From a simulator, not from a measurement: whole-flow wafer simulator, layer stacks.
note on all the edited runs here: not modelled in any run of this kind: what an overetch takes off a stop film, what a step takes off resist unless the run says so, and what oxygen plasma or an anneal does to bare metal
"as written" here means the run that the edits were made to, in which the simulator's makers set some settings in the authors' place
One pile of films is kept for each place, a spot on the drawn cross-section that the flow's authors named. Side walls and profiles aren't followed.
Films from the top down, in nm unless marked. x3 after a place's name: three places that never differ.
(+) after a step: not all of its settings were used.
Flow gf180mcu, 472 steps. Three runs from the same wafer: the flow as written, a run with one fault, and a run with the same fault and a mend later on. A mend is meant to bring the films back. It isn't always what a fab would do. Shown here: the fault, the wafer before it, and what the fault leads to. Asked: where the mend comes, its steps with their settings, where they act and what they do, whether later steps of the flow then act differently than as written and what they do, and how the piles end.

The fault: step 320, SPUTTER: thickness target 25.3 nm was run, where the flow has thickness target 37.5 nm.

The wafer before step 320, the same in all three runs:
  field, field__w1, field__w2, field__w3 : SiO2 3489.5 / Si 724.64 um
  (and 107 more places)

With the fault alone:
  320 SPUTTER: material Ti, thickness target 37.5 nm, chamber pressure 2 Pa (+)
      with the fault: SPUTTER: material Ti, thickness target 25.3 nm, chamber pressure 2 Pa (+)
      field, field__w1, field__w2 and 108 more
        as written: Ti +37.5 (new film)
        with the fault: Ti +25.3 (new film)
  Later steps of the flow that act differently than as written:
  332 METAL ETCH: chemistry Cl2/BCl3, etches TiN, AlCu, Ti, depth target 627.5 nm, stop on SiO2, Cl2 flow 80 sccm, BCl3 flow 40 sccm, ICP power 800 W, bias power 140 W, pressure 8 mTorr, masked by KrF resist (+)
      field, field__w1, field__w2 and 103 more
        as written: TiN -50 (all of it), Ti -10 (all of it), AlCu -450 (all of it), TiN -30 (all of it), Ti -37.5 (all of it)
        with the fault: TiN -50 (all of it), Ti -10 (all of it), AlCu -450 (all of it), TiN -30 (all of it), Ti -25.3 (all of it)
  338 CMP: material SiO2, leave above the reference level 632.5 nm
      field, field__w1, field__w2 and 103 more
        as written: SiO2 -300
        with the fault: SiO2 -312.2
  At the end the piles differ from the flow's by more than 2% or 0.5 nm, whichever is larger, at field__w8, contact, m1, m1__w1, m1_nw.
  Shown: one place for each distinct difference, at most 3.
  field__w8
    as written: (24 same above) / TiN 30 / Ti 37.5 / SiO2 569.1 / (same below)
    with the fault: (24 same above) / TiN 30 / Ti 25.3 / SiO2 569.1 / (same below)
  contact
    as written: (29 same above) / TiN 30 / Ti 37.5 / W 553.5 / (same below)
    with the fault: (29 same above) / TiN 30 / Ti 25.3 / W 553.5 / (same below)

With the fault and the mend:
  The mend comes after step 320.
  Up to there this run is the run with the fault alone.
  320a SPUTTER: material Ti, thickness target 12.2 nm, chamber pressure 2 Pa (+) (the flow's step 320 once more, with other settings)
      field, field__w1, field__w2 and 108 more
        Ti +12.2
  No later step of the flow acts differently than as written at any place that is followed.
  At the end the piles are the same as the flow's at every place that both follow.
